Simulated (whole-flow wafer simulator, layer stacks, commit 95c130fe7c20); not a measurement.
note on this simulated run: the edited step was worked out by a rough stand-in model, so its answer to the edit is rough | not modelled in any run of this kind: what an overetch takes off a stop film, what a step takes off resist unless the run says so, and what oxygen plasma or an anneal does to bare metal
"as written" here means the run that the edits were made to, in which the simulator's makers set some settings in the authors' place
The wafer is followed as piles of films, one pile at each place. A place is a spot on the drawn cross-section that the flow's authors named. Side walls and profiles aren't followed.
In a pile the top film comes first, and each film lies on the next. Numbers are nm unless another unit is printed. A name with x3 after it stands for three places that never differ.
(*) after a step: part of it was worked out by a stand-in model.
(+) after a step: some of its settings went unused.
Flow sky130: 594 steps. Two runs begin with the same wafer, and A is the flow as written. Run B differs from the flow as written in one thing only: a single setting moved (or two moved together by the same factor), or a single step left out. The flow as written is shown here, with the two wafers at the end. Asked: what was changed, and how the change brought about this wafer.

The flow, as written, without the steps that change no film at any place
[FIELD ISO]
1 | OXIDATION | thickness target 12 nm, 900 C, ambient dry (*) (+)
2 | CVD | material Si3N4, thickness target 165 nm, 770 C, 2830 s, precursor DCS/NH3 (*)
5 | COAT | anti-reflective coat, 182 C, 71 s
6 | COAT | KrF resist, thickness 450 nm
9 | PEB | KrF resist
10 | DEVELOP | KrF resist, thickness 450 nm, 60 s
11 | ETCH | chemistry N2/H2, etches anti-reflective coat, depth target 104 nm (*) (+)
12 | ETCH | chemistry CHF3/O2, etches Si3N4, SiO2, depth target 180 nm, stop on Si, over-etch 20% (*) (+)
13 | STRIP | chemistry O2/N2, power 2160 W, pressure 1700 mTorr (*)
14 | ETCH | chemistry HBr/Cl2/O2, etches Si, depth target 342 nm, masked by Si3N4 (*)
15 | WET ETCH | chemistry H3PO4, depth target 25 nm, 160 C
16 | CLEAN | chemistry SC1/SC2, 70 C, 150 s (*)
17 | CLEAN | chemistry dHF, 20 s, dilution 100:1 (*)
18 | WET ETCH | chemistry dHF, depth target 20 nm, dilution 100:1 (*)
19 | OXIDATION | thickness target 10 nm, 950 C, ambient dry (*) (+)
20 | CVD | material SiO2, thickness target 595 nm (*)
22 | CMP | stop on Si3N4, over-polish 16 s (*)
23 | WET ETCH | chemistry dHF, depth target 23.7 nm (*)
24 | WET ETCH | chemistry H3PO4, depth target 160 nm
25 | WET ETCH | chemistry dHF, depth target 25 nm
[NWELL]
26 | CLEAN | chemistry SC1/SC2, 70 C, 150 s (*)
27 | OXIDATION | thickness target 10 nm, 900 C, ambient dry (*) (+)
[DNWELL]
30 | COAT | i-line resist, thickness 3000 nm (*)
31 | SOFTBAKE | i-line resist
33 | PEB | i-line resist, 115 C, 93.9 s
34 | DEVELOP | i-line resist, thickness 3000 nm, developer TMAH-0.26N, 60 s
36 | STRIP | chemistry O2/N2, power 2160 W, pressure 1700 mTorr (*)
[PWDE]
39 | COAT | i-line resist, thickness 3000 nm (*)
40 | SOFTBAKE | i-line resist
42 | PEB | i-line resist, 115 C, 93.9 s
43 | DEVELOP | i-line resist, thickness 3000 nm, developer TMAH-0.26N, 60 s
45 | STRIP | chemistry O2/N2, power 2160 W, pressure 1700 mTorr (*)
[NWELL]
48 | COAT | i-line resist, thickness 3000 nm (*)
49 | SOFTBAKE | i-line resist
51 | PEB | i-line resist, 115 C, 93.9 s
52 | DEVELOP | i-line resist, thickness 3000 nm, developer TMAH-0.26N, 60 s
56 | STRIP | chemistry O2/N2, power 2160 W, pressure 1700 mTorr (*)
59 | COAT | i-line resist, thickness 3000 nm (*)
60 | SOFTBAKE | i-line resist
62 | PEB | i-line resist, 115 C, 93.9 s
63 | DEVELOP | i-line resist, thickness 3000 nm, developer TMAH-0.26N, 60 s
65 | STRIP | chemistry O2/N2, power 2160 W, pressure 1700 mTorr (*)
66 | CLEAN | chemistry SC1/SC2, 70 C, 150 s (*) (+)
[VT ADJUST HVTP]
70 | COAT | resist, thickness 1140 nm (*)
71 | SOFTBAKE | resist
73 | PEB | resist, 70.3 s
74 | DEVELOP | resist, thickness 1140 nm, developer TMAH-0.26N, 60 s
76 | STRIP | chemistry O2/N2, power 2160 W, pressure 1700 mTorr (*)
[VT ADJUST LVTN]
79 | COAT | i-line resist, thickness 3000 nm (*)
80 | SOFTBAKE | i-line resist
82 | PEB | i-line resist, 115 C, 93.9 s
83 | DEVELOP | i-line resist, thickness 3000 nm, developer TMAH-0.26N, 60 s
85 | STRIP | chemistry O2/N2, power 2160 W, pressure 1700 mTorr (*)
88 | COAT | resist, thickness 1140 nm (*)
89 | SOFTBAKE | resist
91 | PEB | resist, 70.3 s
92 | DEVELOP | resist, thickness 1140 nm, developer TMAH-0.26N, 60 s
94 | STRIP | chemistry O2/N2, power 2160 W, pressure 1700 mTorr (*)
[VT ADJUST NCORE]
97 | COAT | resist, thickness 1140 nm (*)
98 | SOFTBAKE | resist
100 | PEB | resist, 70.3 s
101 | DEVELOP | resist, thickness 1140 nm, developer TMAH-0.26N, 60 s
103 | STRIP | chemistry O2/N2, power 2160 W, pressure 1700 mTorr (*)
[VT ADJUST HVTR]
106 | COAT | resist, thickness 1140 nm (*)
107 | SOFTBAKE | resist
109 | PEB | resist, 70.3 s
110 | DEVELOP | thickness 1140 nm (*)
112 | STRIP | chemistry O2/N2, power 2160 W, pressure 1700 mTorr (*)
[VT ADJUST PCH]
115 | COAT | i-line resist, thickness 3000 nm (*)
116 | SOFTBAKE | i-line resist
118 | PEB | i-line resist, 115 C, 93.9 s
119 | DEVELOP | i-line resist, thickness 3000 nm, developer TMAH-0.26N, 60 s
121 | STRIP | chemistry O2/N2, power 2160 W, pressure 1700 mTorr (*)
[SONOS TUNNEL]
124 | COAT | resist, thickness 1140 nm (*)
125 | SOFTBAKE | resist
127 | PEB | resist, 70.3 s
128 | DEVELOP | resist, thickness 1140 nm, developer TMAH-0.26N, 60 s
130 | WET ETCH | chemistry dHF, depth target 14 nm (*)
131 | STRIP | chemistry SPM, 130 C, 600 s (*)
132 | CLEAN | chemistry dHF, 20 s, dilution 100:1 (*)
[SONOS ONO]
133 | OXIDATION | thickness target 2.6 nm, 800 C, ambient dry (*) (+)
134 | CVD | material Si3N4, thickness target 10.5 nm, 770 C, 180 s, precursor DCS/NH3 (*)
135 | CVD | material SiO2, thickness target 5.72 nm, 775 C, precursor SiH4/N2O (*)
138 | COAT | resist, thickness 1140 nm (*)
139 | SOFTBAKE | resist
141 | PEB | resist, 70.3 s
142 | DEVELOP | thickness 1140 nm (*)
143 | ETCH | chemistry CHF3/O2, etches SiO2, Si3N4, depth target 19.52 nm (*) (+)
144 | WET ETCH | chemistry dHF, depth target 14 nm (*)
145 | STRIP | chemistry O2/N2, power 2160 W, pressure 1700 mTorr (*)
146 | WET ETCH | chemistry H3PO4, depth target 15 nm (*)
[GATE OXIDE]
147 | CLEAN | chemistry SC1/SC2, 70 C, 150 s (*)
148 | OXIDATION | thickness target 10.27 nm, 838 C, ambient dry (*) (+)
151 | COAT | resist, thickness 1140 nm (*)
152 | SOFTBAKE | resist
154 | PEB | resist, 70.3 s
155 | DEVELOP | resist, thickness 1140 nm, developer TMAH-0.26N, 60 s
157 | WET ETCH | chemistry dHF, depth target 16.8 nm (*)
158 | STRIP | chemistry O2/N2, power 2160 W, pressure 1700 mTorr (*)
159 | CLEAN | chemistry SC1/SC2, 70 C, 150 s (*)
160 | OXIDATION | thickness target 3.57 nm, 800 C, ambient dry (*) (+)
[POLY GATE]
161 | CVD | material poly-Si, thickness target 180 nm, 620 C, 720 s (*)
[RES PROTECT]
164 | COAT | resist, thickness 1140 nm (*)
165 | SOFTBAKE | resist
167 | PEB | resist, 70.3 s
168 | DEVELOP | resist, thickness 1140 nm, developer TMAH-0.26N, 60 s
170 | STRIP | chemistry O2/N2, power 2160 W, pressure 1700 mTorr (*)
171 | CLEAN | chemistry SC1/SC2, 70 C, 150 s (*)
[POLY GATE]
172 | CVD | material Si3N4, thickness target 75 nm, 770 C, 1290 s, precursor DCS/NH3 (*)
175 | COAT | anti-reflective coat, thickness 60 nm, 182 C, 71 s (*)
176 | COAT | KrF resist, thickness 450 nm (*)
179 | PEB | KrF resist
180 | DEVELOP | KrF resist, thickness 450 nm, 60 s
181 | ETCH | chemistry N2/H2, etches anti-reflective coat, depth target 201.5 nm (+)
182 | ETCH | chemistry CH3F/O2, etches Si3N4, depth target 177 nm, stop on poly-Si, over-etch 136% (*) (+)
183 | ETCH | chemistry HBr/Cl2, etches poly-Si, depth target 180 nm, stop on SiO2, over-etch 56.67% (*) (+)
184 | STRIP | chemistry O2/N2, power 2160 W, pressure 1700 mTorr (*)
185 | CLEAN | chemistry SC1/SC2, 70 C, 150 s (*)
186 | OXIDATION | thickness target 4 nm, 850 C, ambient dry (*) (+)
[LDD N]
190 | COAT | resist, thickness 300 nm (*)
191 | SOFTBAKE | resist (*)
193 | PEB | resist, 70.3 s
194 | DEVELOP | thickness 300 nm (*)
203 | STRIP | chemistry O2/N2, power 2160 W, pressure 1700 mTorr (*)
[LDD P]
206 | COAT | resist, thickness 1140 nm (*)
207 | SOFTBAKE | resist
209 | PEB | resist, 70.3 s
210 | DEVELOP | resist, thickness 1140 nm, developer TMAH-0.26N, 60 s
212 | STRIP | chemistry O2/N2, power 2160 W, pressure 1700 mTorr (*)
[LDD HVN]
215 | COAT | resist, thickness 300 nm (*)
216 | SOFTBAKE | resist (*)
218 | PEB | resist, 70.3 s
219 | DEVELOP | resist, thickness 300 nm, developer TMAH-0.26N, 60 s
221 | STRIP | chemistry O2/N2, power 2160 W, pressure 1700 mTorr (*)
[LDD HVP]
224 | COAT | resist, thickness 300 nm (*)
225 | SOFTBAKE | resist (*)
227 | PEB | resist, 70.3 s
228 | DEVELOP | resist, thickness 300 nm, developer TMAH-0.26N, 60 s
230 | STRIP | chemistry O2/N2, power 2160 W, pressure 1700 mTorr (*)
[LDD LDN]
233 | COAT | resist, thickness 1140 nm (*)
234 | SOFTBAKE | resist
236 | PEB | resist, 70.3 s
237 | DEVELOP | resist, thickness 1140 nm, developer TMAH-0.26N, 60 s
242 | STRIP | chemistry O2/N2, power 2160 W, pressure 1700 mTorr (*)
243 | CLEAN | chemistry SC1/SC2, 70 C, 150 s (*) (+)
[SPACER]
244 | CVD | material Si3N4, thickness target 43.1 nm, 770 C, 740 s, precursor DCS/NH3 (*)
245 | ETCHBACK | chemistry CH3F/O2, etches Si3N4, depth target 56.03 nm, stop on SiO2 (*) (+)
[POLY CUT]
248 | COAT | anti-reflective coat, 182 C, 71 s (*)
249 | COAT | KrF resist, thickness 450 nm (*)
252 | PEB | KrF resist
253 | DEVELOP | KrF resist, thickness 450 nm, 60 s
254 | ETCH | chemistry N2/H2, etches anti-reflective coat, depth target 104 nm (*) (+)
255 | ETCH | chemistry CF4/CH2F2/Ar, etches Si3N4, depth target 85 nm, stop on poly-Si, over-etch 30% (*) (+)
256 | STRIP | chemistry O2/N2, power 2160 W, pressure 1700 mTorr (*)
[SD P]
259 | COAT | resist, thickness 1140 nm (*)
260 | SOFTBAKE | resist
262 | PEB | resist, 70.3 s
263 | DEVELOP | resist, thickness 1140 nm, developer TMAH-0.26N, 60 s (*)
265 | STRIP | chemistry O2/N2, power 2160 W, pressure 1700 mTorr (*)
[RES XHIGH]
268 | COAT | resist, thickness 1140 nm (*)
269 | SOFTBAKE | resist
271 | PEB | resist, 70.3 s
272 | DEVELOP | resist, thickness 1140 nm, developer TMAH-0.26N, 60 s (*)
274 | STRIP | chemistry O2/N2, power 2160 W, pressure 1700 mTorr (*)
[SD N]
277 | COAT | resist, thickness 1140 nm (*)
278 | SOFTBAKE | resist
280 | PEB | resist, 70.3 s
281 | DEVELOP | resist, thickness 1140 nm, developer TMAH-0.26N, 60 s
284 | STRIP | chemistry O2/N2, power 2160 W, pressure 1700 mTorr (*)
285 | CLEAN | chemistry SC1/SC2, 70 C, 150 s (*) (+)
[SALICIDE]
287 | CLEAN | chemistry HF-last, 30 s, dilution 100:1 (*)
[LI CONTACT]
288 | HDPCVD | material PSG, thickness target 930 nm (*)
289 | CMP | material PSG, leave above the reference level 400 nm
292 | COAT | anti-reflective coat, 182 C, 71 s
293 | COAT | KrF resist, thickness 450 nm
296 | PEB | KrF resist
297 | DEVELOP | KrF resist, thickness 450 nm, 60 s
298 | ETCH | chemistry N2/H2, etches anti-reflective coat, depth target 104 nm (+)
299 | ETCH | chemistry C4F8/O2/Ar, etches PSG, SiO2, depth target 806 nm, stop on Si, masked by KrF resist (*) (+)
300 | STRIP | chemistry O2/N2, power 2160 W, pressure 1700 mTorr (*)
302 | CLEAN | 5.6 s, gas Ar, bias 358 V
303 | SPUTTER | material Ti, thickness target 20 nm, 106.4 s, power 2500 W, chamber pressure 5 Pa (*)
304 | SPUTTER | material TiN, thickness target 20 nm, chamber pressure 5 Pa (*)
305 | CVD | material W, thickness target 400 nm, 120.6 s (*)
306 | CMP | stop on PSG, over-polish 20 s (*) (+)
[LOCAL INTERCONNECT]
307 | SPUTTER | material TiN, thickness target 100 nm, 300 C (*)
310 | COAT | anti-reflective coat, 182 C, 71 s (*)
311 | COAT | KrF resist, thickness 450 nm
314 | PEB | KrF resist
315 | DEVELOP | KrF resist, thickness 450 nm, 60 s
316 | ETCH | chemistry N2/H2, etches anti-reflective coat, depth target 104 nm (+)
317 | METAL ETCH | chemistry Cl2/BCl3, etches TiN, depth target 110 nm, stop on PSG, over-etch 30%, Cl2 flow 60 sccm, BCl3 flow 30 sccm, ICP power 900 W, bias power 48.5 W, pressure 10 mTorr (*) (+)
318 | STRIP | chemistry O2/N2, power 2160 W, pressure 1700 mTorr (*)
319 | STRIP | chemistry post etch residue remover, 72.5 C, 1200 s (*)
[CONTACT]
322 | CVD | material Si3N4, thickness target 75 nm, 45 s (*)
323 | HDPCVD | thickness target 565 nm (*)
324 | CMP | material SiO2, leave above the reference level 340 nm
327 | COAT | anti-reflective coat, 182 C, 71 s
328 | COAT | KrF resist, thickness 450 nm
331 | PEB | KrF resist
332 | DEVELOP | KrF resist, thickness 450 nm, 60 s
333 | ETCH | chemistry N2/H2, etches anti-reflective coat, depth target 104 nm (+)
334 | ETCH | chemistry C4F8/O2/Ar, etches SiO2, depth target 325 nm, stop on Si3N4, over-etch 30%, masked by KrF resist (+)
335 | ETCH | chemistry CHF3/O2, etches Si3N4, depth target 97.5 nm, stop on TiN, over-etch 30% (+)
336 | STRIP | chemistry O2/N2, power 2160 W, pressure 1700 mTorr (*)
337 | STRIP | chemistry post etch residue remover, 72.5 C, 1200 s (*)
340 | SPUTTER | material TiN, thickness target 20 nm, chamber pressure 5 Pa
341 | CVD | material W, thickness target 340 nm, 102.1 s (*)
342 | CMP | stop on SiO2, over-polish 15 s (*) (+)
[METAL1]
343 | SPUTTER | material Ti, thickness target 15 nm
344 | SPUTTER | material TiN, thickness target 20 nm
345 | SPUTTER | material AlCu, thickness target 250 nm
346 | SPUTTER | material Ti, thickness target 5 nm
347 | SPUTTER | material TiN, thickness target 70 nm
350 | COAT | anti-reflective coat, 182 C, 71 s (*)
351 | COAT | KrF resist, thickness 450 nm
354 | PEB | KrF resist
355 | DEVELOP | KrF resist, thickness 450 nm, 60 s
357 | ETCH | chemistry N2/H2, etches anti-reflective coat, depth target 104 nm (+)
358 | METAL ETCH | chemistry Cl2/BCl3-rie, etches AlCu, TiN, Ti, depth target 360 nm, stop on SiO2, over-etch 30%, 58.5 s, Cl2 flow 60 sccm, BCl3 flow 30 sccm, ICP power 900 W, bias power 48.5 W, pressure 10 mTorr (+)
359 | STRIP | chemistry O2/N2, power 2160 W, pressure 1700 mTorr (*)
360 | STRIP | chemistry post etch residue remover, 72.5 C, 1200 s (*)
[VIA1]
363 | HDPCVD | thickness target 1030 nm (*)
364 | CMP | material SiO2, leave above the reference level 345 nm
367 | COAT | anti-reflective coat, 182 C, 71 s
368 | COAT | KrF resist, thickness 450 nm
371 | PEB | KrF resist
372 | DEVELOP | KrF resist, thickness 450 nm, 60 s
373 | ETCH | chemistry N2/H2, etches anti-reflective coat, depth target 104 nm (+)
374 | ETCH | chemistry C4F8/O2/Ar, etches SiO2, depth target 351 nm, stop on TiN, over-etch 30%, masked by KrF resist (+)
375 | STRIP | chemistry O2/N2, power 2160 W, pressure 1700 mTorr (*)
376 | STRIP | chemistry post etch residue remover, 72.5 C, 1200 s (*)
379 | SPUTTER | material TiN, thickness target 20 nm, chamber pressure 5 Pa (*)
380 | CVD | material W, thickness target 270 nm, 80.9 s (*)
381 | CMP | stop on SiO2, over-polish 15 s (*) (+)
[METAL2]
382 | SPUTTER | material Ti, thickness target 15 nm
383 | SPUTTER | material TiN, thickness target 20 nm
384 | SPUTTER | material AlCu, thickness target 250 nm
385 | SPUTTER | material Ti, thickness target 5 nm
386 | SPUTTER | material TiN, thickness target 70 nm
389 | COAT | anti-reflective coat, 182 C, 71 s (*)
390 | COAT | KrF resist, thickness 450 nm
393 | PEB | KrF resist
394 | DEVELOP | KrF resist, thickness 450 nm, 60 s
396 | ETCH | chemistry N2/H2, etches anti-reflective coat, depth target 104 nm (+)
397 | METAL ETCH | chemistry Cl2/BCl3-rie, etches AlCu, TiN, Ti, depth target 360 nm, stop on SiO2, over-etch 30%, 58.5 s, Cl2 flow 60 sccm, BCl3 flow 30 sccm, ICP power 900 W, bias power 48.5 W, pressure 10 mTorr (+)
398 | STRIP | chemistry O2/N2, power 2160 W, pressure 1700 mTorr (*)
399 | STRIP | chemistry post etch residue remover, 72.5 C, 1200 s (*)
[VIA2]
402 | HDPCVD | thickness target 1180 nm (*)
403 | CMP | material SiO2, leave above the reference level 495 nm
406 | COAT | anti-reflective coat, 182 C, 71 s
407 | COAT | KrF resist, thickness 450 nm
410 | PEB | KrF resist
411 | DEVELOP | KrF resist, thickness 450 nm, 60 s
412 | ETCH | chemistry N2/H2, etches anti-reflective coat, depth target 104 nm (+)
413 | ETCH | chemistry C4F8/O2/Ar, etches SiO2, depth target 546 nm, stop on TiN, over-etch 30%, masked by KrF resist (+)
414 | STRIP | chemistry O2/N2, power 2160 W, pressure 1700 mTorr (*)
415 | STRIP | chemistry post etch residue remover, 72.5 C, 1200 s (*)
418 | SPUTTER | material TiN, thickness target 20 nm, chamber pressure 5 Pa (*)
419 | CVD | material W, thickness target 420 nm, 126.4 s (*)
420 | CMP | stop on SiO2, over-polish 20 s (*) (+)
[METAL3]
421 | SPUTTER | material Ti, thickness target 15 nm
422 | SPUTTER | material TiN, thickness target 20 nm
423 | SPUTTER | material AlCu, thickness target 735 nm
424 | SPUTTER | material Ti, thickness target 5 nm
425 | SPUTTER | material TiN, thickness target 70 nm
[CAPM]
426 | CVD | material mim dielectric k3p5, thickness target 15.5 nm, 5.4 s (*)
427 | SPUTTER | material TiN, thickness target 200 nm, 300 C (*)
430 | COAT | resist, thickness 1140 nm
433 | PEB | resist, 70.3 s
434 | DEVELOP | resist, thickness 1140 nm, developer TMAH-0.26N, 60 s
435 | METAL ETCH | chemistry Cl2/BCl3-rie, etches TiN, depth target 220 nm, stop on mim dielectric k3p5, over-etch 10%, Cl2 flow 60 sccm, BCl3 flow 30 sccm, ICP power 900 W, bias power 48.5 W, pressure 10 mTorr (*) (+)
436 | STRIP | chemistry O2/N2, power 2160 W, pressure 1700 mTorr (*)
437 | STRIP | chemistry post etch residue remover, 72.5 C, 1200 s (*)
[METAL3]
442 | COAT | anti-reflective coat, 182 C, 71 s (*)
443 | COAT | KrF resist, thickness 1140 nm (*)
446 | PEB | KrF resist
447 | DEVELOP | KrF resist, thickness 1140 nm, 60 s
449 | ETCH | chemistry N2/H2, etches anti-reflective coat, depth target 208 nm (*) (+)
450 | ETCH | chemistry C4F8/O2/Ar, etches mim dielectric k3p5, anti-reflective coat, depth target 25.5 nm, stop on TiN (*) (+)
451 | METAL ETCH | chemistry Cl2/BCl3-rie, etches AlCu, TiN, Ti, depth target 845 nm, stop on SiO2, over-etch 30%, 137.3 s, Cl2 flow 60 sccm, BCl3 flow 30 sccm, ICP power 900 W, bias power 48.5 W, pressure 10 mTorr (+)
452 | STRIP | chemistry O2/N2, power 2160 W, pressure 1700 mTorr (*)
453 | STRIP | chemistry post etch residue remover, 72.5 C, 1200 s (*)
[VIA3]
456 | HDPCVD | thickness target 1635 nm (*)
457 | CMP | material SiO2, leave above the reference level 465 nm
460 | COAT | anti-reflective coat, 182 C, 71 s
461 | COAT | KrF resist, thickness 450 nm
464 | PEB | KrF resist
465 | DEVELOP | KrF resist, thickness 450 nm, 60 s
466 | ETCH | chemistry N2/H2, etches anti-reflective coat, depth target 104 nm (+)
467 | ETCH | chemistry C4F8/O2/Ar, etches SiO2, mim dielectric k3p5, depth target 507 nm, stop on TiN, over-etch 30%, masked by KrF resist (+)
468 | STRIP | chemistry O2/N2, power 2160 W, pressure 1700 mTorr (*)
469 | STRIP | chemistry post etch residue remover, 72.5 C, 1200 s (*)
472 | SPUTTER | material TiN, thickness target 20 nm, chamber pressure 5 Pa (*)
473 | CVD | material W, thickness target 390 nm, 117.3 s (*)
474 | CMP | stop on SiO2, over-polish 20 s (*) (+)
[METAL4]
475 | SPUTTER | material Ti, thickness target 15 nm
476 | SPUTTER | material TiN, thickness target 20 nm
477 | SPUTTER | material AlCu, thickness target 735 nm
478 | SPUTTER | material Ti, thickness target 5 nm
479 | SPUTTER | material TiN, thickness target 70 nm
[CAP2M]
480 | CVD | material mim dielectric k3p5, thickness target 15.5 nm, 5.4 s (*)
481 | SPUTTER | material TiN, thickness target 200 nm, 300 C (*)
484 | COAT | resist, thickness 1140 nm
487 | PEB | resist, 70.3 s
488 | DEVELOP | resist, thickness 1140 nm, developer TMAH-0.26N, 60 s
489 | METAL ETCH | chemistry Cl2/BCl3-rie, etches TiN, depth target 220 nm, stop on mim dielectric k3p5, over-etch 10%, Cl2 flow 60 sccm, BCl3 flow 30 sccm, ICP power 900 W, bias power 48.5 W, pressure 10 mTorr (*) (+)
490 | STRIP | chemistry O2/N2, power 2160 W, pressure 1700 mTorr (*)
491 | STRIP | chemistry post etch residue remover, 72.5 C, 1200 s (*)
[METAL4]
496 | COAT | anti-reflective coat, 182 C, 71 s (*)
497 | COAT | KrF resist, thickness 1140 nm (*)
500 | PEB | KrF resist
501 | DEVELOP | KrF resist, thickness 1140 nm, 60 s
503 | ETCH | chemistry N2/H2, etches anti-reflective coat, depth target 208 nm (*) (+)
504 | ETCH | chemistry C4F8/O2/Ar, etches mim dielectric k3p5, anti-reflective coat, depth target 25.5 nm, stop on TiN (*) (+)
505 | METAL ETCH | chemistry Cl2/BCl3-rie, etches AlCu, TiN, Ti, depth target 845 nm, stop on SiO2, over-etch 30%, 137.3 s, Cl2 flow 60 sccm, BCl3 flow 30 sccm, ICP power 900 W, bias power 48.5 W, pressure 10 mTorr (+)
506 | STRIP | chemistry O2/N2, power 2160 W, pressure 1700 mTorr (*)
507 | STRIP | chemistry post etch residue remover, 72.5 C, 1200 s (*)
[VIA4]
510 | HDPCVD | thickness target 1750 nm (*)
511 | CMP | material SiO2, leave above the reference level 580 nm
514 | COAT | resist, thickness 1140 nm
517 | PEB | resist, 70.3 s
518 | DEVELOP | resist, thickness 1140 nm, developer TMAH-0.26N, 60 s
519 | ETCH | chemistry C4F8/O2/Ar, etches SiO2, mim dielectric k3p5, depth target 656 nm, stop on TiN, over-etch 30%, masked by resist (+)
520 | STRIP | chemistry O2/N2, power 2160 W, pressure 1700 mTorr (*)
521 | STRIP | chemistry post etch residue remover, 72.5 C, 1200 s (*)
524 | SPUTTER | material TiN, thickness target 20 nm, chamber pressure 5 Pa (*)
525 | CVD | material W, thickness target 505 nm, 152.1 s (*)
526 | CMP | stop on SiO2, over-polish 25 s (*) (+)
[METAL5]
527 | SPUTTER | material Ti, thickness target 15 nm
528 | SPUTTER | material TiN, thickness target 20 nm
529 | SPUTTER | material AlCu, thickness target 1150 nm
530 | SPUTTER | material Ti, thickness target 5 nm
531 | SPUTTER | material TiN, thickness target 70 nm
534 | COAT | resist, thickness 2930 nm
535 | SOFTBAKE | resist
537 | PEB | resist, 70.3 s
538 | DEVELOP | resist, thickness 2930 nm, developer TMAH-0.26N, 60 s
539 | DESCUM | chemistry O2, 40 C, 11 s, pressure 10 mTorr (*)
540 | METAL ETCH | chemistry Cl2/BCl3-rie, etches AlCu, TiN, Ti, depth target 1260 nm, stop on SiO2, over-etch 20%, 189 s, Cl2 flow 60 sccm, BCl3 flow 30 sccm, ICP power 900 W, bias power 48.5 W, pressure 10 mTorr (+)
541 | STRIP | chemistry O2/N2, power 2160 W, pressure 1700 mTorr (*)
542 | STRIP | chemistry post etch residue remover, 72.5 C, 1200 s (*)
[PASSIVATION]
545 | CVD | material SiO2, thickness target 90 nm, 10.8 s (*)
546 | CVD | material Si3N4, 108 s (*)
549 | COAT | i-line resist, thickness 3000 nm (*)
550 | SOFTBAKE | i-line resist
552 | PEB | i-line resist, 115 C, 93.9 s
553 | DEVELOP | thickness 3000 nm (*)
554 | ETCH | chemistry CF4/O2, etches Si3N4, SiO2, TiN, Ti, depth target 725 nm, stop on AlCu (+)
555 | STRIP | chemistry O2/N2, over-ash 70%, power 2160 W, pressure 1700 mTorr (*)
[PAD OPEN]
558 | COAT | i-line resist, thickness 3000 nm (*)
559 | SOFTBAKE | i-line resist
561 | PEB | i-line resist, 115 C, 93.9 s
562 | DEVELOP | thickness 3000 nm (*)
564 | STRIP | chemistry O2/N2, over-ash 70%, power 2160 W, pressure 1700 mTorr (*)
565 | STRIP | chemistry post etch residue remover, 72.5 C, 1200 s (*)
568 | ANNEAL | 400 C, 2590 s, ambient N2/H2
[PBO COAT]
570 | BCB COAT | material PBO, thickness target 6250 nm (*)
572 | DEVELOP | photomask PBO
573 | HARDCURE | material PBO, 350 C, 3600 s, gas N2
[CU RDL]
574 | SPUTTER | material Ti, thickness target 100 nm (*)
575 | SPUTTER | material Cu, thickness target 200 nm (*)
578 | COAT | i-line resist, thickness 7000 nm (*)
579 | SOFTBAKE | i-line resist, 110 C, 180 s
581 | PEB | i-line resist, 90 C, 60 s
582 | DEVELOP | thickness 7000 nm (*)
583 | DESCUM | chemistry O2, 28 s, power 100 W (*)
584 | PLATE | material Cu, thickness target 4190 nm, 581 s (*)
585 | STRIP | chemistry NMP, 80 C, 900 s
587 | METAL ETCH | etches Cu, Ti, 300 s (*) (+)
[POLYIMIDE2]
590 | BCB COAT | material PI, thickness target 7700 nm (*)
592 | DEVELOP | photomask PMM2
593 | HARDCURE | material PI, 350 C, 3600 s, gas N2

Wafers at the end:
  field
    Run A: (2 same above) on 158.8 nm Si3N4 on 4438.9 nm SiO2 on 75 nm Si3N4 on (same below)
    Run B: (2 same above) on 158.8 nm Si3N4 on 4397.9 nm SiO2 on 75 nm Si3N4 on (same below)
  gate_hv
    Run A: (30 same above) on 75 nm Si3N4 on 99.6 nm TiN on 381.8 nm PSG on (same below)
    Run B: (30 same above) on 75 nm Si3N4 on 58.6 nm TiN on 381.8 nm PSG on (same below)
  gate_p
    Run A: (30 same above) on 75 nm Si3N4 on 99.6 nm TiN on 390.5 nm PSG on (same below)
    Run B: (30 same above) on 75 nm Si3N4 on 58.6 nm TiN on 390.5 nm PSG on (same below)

The reason: step 307, SPUTTER: thickness target 59 nm was run, though the flow has thickness target 100 nm.

How this came from the change, step by step:
  307 | SPUTTER | material TiN, thickness target 100 nm, 300 C (*)
      field, active, n_well and 188 more: A TiN gains 100 (new film) | B TiN gains 59 (new film)
  317 | METAL ETCH | chemistry Cl2/BCl3, etches TiN, depth target 110 nm, stop on PSG, over-etch 30%, Cl2 flow 60 sccm, BCl3 flow 30 sccm, ICP power 900 W, bias power 48.5 W, pressure 10 mTorr (*) (+)
      n_well, p_well, gate_hv and 97 more: A KrF resist loses 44 | B KrF resist loses 30
      field, active, gate and 88 more: A TiN loses 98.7 (all of it) | B TiN loses 57.7 (all of it)
  318 | STRIP | chemistry O2/N2, power 2160 W, pressure 1700 mTorr (*)
      n_well, p_well, gate_hv and 92 more: A KrF resist loses 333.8 (all of it), anti-reflective coat loses 80 (all of it) | B KrF resist loses 347.8 (all of it), anti-reflective coat loses 80 (all of it)
      poly_licon, ndiff_licon, ndiff_licon_cpp, rpo_hd_licon: A KrF resist loses 333.9 (all of it), anti-reflective coat loses 80.5 (all of it) | B KrF resist loses 347.9 (all of it), anti-reflective coat loses 80.5 (all of it)
      (also at 1 further place)
  324 | CMP | material SiO2, leave above the reference level 340 nm
      field, active, gate and 88 more: A SiO2 loses 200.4 | B SiO2 loses 241.4
